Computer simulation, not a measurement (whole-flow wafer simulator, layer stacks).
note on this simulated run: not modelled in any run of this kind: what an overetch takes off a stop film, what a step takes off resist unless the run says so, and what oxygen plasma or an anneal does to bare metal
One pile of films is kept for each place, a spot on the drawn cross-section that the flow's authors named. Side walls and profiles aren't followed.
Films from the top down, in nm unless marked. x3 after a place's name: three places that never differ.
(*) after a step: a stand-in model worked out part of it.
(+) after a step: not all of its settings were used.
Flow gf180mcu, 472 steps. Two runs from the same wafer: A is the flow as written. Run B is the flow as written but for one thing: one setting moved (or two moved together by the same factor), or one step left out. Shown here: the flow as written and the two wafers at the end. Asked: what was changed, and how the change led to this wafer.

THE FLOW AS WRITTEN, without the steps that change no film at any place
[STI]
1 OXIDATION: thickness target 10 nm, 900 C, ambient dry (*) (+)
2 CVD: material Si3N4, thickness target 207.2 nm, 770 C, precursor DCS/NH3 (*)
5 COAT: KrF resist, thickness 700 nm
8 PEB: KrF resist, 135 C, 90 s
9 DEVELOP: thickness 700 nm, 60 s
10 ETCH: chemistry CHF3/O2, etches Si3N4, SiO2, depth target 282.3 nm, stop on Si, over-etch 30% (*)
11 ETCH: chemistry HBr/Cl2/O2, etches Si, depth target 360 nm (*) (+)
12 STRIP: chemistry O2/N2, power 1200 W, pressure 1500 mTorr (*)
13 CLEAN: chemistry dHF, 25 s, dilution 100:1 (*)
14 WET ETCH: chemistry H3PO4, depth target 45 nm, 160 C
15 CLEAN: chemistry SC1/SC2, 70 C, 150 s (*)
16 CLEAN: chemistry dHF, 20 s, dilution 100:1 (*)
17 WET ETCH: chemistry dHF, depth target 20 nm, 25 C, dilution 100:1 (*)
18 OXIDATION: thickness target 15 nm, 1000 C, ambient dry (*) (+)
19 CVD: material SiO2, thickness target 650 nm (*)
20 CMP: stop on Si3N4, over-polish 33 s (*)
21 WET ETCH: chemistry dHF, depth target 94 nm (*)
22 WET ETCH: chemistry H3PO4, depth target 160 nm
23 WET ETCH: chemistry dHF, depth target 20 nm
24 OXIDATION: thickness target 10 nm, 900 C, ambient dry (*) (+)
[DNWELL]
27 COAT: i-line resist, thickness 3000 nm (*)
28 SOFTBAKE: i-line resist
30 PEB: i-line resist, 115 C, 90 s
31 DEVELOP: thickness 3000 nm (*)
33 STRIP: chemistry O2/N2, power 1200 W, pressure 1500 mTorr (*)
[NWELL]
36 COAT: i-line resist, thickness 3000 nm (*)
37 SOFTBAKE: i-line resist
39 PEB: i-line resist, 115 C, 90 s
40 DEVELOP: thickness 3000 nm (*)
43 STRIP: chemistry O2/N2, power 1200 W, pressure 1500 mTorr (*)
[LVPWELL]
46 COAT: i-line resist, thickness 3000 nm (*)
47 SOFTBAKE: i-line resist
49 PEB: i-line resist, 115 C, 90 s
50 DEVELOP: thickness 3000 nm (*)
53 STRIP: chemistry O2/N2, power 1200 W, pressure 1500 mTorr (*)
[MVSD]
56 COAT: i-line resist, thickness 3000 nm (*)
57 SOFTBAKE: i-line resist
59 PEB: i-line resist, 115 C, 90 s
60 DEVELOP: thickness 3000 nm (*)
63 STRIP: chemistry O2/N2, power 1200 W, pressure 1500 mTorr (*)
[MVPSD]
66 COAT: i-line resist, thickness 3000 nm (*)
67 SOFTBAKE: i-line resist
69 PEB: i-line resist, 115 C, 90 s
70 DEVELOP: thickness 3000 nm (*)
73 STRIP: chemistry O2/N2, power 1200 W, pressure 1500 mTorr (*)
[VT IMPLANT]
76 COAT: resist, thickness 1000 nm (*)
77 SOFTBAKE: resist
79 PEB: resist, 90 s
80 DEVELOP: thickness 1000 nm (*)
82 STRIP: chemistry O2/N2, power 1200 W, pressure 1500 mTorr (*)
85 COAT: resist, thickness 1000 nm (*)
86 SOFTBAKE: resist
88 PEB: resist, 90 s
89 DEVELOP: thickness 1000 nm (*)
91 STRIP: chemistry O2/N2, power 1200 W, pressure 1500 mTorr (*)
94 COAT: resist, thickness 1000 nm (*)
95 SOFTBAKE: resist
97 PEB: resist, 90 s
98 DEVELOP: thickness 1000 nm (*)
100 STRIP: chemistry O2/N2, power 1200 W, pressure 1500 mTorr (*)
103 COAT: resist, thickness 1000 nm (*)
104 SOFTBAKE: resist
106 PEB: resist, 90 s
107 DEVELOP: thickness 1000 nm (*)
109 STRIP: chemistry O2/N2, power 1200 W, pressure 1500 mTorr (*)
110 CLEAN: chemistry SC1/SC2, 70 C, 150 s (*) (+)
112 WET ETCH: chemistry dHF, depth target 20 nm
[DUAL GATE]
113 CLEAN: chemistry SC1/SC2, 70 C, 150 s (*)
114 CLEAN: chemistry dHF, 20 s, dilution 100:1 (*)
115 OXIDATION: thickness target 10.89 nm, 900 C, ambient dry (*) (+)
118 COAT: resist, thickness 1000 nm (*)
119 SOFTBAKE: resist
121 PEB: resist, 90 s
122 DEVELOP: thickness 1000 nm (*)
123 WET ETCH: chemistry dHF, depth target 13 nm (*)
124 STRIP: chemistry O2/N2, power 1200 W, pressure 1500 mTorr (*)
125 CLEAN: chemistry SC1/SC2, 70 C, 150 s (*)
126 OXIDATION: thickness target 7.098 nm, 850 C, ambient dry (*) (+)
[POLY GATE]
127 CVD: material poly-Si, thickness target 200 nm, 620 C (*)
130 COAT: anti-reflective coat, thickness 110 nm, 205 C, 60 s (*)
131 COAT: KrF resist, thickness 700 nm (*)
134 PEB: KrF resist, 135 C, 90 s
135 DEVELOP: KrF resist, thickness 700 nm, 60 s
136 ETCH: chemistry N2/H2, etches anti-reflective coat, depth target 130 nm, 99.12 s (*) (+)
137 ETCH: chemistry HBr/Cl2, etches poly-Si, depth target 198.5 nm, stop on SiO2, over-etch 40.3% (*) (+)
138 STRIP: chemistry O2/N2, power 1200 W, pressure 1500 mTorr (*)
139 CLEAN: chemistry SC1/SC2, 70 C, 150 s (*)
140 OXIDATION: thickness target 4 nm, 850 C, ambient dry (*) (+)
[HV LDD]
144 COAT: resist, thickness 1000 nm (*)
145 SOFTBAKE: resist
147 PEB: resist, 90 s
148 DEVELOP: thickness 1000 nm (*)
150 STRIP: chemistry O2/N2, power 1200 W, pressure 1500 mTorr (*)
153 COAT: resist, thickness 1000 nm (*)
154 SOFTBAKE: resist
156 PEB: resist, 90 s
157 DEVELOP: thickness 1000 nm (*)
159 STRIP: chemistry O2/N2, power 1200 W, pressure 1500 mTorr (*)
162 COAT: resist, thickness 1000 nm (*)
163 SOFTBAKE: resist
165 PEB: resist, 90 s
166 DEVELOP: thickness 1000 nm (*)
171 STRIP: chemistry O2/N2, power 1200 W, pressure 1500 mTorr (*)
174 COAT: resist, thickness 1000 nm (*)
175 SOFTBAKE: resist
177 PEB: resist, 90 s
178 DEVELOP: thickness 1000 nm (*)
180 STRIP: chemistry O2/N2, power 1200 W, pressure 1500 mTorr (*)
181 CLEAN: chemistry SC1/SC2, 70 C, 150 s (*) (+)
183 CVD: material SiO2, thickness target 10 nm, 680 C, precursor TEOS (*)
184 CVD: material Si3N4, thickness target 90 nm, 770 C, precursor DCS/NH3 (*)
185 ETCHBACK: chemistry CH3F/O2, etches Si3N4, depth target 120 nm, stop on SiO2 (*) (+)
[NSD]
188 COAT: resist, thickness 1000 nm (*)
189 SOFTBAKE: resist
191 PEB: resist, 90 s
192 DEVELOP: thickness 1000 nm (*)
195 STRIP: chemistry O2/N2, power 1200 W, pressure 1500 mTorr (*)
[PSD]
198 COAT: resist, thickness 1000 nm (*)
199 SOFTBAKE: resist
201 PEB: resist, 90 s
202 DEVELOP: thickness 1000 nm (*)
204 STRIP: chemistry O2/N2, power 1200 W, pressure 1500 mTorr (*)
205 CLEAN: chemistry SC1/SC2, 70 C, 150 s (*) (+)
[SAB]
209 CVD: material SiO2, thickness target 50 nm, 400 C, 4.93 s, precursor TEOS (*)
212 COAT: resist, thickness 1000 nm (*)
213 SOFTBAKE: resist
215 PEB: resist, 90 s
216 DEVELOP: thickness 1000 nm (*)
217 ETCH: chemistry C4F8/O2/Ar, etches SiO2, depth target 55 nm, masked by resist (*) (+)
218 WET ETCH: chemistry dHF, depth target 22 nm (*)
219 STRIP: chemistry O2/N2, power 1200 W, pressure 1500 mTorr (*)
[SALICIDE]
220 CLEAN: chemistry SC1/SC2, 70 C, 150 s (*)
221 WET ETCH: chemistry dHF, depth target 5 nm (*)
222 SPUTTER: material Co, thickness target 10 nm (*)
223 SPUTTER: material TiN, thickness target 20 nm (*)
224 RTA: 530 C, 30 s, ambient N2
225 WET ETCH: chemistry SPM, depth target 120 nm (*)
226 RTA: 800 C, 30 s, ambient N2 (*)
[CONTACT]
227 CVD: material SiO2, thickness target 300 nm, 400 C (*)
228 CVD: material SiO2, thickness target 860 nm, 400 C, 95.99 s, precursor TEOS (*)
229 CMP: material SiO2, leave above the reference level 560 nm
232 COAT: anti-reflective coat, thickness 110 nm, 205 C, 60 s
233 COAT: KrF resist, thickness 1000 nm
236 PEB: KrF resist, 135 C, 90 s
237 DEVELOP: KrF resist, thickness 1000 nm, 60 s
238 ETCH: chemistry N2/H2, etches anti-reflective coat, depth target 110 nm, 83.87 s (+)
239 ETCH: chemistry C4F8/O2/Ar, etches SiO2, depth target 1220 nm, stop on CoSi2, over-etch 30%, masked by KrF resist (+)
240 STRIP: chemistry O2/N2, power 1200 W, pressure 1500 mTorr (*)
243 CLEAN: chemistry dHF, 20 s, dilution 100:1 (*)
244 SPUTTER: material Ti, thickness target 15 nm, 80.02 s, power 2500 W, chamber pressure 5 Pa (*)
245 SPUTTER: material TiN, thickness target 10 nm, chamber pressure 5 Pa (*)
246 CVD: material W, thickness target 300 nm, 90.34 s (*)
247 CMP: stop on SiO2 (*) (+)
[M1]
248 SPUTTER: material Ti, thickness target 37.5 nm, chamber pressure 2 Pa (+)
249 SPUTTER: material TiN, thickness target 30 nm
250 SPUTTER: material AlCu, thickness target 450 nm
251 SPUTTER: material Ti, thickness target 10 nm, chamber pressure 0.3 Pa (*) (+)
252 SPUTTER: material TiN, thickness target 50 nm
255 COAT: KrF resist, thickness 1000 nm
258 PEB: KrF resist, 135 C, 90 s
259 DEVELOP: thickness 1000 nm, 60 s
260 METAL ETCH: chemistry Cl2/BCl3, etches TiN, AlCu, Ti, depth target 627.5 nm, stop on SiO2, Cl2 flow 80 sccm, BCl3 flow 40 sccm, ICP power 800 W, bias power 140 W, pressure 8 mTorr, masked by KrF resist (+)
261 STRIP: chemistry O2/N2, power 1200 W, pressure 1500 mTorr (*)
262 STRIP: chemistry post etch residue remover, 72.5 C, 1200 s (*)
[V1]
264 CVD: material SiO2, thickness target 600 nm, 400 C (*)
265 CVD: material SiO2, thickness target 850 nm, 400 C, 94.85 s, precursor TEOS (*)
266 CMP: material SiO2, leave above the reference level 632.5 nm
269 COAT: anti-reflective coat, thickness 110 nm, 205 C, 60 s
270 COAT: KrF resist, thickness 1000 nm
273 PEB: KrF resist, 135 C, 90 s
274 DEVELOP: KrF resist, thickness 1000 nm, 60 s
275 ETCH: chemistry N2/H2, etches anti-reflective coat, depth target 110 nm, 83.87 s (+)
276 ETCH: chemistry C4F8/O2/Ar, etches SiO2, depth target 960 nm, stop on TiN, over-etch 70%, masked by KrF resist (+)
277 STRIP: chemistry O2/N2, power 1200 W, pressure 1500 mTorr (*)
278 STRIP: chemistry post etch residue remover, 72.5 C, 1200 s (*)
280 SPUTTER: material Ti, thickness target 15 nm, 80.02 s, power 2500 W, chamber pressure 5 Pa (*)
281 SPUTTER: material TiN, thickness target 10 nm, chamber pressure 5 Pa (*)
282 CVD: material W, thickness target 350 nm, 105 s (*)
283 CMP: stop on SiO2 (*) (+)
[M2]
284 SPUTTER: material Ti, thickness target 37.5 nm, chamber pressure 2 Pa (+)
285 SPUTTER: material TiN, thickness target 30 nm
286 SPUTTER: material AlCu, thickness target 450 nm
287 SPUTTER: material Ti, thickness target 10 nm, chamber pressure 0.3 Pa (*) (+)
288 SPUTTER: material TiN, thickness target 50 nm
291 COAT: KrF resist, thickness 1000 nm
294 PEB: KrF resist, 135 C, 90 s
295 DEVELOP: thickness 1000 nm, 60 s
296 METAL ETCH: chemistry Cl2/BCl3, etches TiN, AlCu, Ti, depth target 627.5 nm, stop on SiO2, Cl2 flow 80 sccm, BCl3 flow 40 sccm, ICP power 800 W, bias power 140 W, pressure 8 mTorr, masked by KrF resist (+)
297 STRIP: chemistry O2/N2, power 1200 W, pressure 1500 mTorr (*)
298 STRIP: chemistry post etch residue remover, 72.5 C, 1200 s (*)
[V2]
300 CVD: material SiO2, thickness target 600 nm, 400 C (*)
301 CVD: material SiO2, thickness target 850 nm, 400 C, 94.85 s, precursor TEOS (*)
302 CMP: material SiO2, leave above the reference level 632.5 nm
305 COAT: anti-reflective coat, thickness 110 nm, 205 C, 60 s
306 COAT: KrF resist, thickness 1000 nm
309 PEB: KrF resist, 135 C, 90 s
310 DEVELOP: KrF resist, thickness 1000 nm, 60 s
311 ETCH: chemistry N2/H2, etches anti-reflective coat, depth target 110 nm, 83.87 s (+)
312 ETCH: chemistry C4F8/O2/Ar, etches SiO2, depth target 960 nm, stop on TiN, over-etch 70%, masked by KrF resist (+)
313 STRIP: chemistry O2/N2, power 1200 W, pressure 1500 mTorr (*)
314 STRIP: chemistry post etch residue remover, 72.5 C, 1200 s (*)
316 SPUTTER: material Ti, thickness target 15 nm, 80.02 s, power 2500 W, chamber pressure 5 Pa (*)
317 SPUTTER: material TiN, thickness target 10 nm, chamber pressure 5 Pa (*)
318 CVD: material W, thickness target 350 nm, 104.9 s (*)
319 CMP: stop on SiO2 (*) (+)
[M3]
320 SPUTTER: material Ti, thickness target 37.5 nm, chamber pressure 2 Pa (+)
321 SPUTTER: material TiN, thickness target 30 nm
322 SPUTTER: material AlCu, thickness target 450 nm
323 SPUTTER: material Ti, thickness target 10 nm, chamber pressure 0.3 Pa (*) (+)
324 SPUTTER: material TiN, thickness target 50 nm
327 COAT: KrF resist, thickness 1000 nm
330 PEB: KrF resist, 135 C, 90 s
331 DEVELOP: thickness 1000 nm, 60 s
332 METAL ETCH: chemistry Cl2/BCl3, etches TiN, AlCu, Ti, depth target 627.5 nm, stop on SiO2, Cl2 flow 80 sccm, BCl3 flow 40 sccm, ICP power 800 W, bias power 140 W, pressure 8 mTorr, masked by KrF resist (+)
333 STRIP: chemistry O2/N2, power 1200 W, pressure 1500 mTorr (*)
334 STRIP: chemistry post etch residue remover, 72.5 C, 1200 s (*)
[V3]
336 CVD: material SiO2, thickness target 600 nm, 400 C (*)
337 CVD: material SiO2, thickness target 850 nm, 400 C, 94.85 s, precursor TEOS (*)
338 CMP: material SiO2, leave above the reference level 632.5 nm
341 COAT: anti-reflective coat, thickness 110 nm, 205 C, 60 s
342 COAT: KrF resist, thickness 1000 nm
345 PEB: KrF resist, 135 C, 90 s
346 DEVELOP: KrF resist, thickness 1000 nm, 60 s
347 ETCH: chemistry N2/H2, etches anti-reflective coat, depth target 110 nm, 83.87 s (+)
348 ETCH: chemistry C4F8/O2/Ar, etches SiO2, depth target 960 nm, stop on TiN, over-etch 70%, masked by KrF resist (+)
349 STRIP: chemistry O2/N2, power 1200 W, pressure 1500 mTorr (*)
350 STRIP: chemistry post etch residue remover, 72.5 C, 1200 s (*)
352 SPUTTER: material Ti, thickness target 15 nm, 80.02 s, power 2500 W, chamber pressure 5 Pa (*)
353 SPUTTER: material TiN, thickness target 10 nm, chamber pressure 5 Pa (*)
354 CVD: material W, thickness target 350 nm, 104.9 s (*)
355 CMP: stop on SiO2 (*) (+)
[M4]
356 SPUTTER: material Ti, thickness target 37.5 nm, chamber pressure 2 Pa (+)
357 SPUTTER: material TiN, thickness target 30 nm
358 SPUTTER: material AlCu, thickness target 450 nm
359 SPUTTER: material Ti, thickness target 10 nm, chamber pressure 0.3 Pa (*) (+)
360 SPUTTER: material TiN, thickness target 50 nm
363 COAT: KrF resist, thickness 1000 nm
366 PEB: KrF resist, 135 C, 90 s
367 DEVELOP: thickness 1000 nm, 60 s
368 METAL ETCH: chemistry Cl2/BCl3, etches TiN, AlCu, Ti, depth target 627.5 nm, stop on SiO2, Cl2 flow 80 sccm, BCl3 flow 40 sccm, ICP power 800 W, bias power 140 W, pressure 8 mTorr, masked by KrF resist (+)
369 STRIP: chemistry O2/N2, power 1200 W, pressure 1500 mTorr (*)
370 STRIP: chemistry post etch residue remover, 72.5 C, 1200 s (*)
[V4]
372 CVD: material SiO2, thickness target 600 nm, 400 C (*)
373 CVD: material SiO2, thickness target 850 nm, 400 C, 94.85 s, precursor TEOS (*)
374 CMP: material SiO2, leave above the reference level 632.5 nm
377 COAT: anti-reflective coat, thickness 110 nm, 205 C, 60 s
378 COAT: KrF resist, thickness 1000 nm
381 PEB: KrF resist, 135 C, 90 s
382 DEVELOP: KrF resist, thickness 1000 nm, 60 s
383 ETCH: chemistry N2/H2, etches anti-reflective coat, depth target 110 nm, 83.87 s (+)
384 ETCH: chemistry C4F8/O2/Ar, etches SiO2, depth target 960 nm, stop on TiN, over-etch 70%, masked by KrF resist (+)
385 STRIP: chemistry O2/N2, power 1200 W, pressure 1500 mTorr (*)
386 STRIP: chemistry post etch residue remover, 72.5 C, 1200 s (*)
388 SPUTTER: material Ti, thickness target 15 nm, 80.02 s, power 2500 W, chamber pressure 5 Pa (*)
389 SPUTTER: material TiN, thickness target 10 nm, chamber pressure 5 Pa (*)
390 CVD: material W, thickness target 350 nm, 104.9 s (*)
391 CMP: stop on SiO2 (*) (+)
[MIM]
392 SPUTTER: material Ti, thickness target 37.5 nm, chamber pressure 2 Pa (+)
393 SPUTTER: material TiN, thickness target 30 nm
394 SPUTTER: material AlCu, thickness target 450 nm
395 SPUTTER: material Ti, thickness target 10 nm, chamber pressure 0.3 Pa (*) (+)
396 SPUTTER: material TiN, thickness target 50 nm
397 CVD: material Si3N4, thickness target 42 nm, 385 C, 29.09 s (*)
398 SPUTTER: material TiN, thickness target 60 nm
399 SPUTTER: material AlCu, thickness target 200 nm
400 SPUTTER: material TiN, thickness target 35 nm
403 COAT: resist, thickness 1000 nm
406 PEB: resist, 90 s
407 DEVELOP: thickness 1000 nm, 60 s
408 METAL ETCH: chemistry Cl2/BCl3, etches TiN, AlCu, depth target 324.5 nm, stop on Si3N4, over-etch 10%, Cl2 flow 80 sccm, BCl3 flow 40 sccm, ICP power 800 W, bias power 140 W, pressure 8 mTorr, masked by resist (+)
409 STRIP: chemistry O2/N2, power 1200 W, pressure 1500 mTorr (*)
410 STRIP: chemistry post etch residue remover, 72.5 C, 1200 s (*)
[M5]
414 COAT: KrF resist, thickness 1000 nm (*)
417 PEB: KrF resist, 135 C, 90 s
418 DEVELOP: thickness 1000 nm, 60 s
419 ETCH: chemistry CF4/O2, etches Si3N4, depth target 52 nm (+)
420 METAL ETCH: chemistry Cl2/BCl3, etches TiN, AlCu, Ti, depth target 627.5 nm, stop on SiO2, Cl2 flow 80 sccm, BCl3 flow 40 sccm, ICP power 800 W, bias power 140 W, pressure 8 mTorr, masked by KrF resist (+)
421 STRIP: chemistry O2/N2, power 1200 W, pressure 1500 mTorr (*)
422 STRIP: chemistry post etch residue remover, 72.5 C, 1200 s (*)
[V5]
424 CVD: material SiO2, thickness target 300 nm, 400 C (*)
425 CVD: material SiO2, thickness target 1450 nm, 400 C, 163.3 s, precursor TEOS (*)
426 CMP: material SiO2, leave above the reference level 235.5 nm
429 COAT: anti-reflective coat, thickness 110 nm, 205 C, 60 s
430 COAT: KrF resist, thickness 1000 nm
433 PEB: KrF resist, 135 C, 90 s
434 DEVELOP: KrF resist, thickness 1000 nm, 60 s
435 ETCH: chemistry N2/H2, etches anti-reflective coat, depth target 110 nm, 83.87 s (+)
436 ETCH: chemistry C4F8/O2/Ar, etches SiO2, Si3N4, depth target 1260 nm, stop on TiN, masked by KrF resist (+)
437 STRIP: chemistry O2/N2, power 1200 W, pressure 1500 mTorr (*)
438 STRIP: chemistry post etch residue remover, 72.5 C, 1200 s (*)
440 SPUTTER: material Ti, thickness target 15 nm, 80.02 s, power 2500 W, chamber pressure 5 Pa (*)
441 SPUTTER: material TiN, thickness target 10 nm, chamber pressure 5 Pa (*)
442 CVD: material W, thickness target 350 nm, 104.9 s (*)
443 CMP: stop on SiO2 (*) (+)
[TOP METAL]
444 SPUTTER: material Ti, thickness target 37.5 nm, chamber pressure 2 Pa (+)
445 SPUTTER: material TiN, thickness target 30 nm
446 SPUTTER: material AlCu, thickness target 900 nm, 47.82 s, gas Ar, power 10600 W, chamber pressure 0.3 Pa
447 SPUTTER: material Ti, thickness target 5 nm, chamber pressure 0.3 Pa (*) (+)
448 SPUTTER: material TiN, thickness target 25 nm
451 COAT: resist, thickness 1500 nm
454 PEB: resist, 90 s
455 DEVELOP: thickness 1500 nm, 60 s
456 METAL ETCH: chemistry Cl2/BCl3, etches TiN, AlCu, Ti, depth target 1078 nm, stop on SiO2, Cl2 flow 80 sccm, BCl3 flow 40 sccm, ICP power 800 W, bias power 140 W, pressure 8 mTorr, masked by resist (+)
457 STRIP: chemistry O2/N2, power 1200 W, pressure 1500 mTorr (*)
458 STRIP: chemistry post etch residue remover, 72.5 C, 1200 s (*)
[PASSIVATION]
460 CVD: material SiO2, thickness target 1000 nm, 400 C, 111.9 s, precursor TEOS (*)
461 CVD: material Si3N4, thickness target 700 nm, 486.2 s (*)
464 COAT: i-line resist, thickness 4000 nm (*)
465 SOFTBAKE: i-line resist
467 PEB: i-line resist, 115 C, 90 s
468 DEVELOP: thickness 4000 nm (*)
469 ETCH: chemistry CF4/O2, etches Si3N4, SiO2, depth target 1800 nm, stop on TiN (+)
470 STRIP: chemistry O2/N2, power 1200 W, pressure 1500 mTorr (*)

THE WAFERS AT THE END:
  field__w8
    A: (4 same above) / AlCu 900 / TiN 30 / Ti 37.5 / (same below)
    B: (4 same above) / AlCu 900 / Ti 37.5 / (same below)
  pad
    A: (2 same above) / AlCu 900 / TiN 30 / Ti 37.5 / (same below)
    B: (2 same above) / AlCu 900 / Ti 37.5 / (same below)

The cause: step 445, SPUTTER: material TiN, thickness target 30 nm, was left out.

How the change led to this, step by step:
  456 METAL ETCH: chemistry Cl2/BCl3, etches TiN, AlCu, Ti, depth target 1078 nm, stop on SiO2, Cl2 flow 80 sccm, BCl3 flow 40 sccm, ICP power 800 W, bias power 140 W, pressure 8 mTorr, masked by resist (+)
      field, field__w1, field__w2 and 103 more: A TiN -25 (all of it), Ti -5 (all of it), AlCu -900 (all of it), TiN -30 (all of it), Ti -37.5 (all of it) | B TiN -25 (all of it), Ti -5 (all of it), AlCu -900 (all of it), Ti -37.5 (all of it)
  465 SOFTBAKE: i-line resist
      field__w5, field__w9: A i-line resist +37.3 | B i-line resist +35.7
      field__w13, nw_enc_fld_lv__w4: A i-line resist +37.9 | B i-line resist +36.3
      (and at 61 more places)
